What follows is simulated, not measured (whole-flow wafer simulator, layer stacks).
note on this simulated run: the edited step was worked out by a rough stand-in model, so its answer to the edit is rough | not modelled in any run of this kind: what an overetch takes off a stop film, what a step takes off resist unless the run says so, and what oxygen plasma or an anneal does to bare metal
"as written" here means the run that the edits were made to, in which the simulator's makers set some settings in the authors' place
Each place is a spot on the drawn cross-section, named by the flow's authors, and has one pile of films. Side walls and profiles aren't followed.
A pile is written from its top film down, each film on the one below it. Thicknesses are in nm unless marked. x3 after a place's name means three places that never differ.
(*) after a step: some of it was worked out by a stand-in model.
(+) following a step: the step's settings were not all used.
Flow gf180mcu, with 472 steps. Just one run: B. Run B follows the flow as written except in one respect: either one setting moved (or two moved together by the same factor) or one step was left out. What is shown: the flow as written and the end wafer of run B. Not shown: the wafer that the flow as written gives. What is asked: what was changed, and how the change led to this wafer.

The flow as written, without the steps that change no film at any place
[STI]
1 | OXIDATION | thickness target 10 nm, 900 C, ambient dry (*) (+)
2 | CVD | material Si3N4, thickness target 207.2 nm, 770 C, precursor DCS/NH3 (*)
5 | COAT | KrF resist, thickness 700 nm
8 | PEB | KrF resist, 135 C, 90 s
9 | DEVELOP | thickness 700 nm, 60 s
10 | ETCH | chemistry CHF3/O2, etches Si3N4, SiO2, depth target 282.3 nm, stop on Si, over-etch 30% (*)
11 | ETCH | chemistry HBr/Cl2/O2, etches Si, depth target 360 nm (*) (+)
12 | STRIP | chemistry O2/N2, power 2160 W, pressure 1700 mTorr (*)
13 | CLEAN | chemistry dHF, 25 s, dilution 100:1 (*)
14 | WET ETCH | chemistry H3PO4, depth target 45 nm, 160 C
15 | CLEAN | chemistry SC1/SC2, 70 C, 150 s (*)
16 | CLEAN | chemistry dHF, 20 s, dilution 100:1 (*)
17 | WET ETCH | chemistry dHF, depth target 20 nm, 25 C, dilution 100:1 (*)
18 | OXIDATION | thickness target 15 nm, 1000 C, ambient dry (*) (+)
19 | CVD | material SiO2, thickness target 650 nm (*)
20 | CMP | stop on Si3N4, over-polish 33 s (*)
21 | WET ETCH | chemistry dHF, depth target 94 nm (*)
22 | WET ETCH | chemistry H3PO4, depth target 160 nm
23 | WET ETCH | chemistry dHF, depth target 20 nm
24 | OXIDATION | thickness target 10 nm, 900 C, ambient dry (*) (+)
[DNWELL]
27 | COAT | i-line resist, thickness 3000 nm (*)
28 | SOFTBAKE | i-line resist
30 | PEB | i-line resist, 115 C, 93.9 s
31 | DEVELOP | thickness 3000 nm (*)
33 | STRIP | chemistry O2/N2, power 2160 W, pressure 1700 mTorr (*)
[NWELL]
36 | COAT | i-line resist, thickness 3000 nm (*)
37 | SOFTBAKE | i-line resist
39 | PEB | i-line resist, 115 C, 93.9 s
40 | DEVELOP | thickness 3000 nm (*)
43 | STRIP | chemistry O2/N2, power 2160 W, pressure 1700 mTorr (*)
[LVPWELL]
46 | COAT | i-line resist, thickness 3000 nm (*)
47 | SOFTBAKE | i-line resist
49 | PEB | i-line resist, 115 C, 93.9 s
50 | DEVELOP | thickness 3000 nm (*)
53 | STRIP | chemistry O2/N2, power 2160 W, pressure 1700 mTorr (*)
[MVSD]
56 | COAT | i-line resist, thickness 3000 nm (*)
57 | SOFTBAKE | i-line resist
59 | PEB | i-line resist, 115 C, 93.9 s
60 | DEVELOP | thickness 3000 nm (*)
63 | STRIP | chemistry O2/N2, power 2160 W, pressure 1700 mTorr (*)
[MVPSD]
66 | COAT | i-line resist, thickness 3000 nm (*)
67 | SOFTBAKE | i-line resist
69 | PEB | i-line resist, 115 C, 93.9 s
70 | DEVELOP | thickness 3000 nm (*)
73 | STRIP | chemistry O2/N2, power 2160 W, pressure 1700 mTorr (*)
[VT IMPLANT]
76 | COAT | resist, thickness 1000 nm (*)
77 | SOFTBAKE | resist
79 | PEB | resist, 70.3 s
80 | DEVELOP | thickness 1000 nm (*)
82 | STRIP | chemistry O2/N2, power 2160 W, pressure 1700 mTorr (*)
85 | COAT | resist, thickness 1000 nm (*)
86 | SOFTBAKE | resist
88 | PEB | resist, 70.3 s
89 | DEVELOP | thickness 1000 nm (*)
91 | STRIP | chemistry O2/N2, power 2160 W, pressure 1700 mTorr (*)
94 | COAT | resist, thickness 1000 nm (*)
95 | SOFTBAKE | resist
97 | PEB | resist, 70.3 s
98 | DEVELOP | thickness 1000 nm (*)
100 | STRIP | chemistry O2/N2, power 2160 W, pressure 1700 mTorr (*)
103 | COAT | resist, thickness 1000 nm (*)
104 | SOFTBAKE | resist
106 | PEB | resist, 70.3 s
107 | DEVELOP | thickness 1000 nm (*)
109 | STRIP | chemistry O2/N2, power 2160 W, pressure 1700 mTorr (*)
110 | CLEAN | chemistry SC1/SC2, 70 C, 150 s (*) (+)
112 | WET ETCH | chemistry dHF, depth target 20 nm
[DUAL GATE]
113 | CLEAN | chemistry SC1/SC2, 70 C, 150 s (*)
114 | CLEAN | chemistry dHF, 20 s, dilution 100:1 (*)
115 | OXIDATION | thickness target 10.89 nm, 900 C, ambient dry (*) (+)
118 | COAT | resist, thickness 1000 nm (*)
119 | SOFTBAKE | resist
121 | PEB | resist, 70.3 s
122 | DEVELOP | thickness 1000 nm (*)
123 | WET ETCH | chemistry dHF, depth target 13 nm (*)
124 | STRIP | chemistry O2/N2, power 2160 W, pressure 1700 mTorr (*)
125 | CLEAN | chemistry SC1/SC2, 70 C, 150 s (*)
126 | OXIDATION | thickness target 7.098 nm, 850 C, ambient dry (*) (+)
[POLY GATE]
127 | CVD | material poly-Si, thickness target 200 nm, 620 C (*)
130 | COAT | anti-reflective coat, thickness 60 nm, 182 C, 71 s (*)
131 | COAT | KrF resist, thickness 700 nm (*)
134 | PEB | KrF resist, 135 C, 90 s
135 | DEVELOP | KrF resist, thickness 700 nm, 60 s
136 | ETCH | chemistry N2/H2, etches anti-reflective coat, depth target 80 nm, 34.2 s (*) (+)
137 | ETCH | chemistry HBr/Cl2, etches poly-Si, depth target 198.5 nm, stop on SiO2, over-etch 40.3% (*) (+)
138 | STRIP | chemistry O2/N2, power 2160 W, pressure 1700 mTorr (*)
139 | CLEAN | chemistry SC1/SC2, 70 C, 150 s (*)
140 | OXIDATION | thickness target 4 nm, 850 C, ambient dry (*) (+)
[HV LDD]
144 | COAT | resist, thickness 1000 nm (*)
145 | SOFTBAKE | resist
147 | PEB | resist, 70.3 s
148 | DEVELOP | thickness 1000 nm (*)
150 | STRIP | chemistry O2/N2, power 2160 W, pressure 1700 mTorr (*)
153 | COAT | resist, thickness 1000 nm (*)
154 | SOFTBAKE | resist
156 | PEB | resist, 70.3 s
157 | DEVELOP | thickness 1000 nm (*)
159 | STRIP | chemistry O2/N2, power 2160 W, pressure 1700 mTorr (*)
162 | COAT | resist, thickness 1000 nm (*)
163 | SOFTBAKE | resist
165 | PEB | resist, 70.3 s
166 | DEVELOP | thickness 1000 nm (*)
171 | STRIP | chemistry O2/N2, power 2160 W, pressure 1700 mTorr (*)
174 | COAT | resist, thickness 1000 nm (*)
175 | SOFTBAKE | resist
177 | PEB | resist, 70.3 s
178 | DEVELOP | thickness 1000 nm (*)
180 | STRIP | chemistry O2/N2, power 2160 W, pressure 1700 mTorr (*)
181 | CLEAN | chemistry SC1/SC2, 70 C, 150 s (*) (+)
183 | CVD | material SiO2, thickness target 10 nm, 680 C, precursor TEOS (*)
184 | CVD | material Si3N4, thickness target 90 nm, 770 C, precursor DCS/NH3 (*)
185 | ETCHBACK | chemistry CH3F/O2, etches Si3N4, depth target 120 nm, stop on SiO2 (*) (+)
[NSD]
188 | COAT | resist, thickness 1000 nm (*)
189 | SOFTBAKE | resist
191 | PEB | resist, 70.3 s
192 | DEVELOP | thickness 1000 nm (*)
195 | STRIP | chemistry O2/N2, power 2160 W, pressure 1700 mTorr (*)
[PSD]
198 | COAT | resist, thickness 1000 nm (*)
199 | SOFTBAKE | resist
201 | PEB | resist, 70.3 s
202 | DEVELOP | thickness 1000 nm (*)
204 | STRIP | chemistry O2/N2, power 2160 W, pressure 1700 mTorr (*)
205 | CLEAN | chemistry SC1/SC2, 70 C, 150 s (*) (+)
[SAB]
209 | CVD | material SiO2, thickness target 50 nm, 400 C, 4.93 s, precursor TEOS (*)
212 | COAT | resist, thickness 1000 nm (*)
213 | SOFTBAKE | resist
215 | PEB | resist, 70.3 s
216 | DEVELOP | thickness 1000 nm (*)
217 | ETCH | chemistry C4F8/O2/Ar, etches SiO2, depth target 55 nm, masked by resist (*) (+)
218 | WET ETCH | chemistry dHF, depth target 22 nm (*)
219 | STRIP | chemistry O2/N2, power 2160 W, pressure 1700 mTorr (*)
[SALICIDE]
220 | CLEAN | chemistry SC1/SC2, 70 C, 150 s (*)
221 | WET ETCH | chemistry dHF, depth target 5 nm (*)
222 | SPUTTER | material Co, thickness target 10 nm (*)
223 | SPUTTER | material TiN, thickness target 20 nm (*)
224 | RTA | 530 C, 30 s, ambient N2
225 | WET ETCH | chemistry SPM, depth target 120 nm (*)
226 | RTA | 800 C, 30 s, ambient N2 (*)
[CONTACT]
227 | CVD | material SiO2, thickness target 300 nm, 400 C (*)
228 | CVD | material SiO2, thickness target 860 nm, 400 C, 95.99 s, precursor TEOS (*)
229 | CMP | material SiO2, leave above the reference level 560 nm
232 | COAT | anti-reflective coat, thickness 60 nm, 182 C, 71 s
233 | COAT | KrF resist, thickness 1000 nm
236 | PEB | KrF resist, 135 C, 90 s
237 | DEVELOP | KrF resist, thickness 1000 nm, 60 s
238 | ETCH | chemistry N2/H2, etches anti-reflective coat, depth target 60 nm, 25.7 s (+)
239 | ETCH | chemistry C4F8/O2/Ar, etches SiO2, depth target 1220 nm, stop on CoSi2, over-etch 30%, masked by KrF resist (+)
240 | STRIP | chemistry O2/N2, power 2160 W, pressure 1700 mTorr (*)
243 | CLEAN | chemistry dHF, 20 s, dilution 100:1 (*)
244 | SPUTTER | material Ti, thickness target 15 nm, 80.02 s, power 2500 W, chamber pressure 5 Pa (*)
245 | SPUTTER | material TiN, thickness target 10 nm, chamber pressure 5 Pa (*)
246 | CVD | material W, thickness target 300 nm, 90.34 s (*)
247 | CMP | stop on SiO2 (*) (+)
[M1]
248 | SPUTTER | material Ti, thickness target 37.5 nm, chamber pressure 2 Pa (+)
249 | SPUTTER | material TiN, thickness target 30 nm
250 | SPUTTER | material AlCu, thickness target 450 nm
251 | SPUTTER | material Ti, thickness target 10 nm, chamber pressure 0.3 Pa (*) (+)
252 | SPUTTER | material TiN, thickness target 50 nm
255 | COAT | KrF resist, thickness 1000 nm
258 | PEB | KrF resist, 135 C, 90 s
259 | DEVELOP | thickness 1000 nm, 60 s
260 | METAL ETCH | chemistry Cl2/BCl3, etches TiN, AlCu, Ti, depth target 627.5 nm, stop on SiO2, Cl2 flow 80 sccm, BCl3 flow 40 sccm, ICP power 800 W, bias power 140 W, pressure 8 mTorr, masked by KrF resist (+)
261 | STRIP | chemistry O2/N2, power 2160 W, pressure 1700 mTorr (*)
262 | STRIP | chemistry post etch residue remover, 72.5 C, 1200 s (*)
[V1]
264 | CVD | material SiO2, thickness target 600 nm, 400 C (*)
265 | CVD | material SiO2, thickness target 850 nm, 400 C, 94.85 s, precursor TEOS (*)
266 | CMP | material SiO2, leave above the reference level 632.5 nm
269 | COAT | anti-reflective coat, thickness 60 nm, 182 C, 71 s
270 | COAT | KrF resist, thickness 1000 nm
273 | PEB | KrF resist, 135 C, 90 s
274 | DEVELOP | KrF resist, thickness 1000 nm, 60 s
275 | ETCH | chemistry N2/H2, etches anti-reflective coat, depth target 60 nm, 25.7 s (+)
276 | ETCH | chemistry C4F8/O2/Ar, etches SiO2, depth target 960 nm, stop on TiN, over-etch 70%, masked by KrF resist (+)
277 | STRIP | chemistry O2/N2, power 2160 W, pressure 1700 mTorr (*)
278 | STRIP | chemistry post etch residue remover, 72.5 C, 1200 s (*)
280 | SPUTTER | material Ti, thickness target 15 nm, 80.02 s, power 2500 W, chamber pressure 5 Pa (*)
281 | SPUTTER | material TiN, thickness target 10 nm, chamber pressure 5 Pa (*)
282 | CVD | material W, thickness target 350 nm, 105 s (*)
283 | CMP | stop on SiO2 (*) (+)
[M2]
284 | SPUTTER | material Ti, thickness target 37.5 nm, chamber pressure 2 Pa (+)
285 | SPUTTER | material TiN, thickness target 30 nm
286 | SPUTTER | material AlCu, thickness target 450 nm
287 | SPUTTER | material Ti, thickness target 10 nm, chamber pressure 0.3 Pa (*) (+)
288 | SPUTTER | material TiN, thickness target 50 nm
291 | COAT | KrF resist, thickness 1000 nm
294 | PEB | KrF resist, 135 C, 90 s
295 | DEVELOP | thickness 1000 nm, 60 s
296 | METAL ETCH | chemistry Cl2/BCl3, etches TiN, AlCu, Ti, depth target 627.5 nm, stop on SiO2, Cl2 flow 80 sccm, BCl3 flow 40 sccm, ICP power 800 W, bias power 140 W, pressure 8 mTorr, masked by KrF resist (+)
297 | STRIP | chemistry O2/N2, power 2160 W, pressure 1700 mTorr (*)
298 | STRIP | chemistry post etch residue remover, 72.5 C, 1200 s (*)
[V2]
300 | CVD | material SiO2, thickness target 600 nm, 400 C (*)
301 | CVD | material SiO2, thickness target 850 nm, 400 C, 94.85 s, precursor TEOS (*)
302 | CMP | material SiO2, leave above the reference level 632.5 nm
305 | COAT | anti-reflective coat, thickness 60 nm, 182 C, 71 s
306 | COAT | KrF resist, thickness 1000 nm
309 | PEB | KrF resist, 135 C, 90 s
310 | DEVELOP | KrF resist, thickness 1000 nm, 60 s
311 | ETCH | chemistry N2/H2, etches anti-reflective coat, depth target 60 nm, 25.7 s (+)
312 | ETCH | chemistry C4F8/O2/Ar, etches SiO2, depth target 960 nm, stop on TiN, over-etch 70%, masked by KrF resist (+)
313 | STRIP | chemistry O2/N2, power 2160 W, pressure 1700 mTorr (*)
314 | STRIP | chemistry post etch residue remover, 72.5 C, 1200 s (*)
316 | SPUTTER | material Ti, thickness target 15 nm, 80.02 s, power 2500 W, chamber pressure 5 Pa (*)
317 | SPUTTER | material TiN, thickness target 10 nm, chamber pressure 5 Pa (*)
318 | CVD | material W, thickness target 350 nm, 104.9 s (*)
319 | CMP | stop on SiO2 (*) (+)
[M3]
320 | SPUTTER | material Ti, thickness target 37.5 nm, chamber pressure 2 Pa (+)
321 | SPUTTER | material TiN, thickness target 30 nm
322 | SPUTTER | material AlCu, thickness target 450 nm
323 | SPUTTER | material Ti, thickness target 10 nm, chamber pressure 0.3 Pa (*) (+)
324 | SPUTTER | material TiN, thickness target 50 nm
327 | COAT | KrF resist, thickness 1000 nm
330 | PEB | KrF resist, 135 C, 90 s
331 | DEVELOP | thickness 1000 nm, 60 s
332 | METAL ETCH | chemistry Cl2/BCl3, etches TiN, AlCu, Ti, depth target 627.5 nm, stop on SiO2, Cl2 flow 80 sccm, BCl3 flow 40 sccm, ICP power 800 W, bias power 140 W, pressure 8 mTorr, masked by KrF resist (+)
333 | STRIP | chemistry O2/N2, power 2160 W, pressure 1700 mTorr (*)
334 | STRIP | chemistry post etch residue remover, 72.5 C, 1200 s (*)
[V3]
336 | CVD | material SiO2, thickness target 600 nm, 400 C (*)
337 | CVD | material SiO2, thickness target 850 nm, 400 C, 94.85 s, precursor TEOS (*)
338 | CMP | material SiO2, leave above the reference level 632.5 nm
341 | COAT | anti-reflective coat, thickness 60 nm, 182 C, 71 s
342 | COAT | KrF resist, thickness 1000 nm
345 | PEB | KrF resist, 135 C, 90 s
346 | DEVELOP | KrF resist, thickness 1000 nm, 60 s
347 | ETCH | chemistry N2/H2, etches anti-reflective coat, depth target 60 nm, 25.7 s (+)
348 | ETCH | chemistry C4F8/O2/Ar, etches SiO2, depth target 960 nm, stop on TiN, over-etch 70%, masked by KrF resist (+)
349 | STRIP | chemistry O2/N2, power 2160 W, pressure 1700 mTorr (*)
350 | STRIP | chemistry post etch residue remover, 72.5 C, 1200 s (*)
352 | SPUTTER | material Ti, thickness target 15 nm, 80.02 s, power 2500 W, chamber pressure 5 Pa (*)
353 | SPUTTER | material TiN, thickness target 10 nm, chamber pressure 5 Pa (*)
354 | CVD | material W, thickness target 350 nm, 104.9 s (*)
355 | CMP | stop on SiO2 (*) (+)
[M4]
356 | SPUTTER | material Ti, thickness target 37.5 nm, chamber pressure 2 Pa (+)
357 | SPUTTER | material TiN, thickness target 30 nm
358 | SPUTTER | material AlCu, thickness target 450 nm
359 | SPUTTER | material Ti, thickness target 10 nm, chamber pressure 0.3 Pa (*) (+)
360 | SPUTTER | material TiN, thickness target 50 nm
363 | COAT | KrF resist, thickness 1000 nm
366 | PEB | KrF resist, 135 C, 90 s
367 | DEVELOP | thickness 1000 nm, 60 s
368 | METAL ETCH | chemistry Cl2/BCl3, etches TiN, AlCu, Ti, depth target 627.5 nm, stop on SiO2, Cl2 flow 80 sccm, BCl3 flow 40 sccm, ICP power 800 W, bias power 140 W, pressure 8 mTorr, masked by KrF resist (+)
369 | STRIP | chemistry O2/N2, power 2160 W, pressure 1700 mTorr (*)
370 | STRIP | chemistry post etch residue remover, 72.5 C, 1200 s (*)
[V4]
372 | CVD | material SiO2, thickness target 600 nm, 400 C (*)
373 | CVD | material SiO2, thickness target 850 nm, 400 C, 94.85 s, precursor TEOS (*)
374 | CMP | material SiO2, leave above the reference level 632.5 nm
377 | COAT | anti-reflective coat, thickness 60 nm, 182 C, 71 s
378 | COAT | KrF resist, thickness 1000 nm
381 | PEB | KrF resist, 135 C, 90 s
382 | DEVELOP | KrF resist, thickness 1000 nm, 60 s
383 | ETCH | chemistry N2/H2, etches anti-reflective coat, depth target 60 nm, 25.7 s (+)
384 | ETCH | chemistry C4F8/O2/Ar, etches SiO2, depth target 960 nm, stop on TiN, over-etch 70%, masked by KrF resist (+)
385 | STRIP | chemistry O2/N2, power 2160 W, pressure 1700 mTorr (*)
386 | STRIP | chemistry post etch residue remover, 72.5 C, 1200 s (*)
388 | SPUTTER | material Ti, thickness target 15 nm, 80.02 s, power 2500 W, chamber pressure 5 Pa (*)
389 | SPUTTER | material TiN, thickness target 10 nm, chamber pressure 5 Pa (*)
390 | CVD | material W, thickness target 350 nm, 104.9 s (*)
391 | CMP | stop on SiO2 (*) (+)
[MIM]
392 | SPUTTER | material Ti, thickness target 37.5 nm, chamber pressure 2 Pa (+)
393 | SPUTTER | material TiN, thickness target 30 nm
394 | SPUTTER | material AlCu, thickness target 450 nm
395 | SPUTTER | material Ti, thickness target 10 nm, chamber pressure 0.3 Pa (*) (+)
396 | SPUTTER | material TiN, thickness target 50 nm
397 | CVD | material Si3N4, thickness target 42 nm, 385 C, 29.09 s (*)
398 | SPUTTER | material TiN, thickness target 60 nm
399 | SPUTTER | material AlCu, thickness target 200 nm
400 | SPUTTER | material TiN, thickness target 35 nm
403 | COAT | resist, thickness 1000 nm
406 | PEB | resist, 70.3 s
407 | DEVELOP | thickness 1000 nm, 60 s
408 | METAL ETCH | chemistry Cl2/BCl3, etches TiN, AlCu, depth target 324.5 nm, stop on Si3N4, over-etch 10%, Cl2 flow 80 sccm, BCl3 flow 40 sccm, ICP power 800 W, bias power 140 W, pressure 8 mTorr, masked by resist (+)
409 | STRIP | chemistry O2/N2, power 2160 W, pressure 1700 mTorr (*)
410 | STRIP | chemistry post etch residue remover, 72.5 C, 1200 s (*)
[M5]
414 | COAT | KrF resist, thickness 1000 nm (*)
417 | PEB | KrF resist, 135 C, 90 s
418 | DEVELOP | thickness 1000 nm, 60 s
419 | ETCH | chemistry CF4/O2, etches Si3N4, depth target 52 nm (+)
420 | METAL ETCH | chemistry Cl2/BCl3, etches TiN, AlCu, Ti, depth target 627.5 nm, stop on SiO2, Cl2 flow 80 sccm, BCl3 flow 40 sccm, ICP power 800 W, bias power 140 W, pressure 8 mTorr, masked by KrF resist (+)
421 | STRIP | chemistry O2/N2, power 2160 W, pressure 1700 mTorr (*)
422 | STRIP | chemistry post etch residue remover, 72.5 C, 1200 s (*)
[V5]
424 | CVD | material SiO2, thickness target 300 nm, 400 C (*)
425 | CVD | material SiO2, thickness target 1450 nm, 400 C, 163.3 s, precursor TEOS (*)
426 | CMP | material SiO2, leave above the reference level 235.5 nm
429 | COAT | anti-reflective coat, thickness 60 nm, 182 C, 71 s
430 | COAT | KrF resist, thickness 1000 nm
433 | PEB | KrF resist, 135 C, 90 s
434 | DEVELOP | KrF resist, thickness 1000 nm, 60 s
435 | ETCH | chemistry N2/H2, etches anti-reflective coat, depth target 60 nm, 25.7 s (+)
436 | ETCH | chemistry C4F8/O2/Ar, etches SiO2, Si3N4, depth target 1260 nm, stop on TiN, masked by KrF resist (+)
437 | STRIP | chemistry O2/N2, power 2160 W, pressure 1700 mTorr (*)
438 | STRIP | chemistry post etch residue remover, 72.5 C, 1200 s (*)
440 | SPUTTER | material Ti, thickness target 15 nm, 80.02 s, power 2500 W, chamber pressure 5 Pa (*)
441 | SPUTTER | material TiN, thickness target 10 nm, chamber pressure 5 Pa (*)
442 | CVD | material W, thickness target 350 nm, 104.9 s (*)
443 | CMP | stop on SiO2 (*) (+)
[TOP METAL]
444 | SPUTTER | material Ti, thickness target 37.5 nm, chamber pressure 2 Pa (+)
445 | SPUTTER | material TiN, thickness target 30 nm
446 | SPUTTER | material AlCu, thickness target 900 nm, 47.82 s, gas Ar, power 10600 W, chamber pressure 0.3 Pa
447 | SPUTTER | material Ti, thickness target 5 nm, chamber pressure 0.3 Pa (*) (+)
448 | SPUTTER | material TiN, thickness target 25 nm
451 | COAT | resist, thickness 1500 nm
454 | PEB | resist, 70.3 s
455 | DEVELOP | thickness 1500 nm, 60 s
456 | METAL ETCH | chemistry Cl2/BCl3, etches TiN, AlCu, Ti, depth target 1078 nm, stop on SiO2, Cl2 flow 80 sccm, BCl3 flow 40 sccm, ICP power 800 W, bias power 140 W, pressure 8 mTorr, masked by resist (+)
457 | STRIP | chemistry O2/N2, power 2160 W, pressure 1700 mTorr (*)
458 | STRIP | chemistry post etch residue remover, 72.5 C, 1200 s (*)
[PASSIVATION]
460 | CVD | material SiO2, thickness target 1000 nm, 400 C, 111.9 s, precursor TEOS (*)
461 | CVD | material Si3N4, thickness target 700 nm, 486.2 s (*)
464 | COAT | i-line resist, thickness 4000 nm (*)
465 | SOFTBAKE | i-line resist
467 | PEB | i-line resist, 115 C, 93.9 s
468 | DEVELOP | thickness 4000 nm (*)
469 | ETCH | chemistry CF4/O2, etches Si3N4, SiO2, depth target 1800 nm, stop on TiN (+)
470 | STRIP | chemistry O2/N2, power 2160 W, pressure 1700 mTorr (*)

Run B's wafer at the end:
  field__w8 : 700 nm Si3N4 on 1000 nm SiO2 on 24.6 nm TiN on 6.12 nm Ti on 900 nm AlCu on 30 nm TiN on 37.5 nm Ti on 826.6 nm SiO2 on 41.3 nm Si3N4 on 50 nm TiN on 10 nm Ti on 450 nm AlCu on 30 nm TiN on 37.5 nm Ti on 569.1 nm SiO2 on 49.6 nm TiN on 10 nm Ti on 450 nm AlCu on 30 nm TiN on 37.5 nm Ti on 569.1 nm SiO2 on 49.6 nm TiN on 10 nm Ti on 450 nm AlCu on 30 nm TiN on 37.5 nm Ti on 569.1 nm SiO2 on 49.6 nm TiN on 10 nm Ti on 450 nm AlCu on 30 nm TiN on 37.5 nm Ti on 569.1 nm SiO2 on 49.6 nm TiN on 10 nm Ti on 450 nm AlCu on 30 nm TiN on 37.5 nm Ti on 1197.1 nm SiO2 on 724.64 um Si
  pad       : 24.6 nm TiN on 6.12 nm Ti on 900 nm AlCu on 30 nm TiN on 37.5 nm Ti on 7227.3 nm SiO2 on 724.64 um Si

Cause: step 447, SPUTTER: thickness target 6.12 nm was run, while the flow as written has thickness target 5 nm.
One can read it off the wafer: field__w8 has Ti 6.12, and step 447 as written asks for 5 nm.

How this came from the change, step by step:
  447 | SPUTTER | material Ti, thickness target 5 nm, chamber pressure 0.3 Pa (*) (+)
      field, field__w1, field__w2 and 109 more: +6.12 Ti (new film) (it would be, as written: +5 Ti (new film))
  456 | METAL ETCH | chemistry Cl2/BCl3, etches TiN, AlCu, Ti, depth target 1078 nm, stop on SiO2, Cl2 flow 80 sccm, BCl3 flow 40 sccm, ICP power 800 W, bias power 140 W, pressure 8 mTorr, masked by resist (+)
      field, field__w1, field__w2 and 103 more: -25 TiN (all of it), -6.12 Ti (all of it), -900 AlCu (all of it), -30 TiN (all of it), -37.5 Ti (all of it) (it would be, as written: -25 TiN (all of it), -5 Ti (all of it), -900 AlCu (all of it), -30 TiN (all of it), -37.5 Ti (all of it))
